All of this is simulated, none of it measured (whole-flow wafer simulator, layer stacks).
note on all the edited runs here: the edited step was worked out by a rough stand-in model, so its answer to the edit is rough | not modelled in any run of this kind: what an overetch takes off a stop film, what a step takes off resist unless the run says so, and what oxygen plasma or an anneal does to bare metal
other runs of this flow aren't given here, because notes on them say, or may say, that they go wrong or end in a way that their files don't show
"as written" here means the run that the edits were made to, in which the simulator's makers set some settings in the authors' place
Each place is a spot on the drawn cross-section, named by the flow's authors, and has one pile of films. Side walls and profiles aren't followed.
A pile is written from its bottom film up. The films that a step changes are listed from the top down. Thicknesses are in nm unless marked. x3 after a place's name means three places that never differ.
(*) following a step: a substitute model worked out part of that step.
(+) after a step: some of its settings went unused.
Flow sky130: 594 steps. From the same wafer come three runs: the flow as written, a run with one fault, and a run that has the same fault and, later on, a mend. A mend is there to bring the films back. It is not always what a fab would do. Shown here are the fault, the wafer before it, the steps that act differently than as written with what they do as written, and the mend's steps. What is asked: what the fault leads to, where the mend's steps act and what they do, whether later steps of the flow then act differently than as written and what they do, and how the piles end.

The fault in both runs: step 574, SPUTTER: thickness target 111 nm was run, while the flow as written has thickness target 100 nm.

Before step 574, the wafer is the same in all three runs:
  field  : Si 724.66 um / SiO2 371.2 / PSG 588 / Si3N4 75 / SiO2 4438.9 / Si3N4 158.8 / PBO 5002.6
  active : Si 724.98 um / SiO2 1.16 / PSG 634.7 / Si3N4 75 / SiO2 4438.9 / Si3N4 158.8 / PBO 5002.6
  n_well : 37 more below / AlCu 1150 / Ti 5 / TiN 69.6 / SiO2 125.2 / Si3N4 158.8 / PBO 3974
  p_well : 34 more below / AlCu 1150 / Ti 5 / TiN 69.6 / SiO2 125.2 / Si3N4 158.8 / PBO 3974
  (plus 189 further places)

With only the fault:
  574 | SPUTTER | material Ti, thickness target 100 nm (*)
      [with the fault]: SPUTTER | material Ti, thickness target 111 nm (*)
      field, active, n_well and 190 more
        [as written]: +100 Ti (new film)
        [with the fault]: +111 Ti (new film)
  Later steps of the flow acting differently than as written (7 other steps are not shown; they differ only slightly, by no more than 2% or 0.5 nm, whichever is larger):
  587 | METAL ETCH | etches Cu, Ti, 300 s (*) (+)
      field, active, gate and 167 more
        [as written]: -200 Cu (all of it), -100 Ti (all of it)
        [with the fault]: -200 Cu (all of it), -111 Ti (all of it)
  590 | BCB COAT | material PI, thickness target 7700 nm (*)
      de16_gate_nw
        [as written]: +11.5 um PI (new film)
        [with the fault]: +11.51 um PI (new film)
  By the end, the piles at n_well, p_well, sd_n and 20 more depart from the flow's by more than 2% or 0.5 nm, whichever is larger.
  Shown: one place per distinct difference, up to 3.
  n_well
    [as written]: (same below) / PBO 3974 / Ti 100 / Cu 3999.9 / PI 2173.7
    [with the fault]: (same below) / PBO 3974 / Ti 111 / Cu 3999.9 / PI 2166.5
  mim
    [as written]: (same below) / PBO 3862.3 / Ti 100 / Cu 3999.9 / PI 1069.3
    [with the fault]: (same below) / PBO 3862.3 / Ti 111 / Cu 3999.9 / PI 1059
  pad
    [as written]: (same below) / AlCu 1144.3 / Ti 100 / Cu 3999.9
    [with the fault]: (same below) / AlCu 1144.3 / Ti 111 / Cu 3999.9

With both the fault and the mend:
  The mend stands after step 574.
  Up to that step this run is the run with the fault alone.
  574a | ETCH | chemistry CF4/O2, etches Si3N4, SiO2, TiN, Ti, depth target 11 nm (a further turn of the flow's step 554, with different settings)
      field, active, n_well and 190 more
        -11 Ti
  Later steps of the flow that are run all act as written at every place that is followed, up to a difference of at most 2% or 0.5 nm, whichever is larger.
  By the end, the piles equal the flow's at every place that both follow.
